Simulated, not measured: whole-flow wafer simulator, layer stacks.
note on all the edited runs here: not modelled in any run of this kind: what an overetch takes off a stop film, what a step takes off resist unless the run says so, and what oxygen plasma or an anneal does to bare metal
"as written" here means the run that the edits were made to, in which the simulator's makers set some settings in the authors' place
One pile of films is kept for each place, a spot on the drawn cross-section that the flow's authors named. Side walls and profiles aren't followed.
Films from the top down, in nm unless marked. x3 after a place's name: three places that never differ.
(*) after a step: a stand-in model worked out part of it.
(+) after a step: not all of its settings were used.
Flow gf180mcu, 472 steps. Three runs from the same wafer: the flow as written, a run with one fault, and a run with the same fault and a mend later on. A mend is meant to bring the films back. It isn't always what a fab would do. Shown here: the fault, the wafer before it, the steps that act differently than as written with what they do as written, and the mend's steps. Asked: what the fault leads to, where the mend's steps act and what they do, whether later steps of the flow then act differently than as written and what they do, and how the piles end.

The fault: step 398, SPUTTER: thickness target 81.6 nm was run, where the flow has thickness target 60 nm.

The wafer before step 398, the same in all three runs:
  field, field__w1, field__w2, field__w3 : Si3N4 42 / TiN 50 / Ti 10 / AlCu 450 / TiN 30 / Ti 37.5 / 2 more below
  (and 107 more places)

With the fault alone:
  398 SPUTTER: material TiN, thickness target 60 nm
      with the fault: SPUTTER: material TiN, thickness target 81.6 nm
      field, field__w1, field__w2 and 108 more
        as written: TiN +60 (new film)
        with the fault: TiN +81.6 (new film)
  Later steps of the flow that act differently than as written (5 more steps differ only slightly, by at most 2% or 0.5 nm, whichever is larger, and aren't shown):
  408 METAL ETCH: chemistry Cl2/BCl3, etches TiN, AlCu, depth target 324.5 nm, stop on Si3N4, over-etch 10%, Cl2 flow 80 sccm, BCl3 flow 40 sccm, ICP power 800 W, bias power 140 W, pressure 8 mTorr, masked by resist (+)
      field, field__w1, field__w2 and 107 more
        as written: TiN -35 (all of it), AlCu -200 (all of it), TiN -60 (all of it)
        with the fault: TiN -35 (all of it), AlCu -200 (all of it), TiN -81.6 (all of it)
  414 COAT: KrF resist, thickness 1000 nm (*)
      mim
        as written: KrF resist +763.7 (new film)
        with the fault: KrF resist +747.4 (new film)
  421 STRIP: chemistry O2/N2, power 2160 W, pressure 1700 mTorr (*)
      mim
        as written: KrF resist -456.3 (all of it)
        with the fault: KrF resist -440.2 (all of it)
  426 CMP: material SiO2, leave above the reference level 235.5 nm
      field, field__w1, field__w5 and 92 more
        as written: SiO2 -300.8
        with the fault: SiO2 -279.2
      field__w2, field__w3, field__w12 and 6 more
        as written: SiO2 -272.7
        with the fault: SiO2 -251.1
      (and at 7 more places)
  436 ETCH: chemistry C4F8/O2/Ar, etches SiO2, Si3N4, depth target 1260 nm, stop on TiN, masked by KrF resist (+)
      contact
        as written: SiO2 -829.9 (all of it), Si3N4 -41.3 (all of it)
        with the fault: SiO2 -851.5 (all of it), Si3N4 -41.3 (all of it)
  At the end the piles differ from the flow's by more than 2% or 0.5 nm, whichever is larger, at field__w8, contact, m1, m1__w1, mim, m1_nw.
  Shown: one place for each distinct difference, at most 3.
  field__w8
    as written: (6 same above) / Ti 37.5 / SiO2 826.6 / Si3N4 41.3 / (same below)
    with the fault: (6 same above) / Ti 37.5 / SiO2 848.2 / Si3N4 41.3 / (same below)
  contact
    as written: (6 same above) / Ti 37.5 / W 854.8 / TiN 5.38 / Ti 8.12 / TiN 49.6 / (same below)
    with the fault: (6 same above) / Ti 37.5 / W 876.6 / TiN 5.31 / Ti 8.02 / TiN 49.6 / (same below)
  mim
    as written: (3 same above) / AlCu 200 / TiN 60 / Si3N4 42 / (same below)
    with the fault: (3 same above) / AlCu 200 / TiN 81.6 / Si3N4 42 / (same below)

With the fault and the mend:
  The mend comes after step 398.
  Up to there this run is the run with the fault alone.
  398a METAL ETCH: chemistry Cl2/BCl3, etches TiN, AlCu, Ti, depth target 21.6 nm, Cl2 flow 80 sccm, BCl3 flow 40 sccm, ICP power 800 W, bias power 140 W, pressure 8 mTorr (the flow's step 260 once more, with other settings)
      field, field__w1, field__w2 and 108 more
        TiN -21.6
  No later step of the flow acts differently than as written at any place that is followed.
  At the end the piles are the same as the flow's at every place that both follow.
